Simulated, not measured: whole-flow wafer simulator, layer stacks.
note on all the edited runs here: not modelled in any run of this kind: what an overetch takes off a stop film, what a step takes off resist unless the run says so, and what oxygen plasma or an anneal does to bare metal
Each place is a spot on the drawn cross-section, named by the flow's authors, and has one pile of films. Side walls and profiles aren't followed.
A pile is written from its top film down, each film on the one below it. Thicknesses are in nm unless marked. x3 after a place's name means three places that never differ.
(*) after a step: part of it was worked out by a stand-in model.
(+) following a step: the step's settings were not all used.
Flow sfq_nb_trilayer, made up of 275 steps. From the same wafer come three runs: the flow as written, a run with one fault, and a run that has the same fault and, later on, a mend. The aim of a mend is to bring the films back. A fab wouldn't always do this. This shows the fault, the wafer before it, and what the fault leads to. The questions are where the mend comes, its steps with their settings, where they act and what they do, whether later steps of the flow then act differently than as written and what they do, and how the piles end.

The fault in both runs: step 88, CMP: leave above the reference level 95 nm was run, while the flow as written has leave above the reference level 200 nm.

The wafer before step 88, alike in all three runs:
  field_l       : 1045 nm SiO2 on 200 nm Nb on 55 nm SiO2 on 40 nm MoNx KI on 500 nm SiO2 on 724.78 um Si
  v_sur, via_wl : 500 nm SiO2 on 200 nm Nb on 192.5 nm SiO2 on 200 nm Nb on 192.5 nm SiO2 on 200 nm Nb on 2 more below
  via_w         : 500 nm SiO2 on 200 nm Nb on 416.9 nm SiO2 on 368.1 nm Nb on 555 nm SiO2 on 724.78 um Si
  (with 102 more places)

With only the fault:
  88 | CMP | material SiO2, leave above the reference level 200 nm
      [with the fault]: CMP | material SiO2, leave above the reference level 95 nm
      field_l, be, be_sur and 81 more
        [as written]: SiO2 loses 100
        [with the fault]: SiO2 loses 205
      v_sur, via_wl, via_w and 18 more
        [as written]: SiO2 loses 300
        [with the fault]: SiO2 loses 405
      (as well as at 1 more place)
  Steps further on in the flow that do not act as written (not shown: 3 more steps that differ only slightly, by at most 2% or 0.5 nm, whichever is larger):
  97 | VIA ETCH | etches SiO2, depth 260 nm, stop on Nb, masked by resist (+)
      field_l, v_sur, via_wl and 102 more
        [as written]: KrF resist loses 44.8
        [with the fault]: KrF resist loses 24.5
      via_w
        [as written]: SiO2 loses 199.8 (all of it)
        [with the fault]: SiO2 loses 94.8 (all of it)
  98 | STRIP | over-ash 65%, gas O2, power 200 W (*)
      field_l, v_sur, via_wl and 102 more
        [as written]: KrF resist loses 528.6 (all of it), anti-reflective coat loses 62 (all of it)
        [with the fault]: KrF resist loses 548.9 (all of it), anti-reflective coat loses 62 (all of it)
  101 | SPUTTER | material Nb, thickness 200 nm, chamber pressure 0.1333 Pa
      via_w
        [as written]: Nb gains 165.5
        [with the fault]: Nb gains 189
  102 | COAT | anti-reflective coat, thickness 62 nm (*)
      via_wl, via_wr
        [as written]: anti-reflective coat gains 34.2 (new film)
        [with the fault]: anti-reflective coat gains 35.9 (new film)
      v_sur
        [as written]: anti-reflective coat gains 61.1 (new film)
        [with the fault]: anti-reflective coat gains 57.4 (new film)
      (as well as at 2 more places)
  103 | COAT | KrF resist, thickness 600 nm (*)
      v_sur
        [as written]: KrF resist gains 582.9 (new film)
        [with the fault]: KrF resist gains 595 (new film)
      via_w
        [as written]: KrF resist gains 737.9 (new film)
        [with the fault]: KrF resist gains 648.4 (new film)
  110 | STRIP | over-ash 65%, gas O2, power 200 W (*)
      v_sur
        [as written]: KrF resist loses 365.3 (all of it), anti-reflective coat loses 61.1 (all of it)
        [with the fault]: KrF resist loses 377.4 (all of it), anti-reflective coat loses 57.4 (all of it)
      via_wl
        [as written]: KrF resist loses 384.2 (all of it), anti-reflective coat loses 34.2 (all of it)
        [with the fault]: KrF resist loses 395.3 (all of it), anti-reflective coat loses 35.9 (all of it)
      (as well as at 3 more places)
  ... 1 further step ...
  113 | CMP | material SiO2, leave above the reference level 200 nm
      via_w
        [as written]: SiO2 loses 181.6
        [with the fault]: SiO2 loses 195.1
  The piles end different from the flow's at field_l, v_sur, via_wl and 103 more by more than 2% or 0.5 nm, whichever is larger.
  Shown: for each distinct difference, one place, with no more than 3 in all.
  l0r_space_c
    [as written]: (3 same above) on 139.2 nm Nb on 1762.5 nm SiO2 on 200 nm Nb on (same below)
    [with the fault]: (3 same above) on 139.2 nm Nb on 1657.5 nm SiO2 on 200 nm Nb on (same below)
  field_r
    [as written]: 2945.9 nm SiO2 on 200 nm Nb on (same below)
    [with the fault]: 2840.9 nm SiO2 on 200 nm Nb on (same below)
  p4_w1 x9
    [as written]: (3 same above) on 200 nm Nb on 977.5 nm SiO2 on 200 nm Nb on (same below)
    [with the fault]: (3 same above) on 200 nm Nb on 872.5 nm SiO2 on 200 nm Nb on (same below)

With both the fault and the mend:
  The mend follows step 89.
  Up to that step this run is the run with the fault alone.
  89a | PECVD | material SiO2, thickness 105 nm, 150 C, 23.33 s, RF power 183.3 W, pressure 2.4 Torr, precursor SiH4/N2O (a further turn of the flow's step 87, with different settings)
      field_l, v_sur, via_wl and 103 more
        SiO2 gains 105
  None of the later steps of the flow differs from how it acts as written, at any place that is followed, by more than 2% or 0.5 nm, whichever is larger.
  The piles end the same as the flow's at every place that both follow.
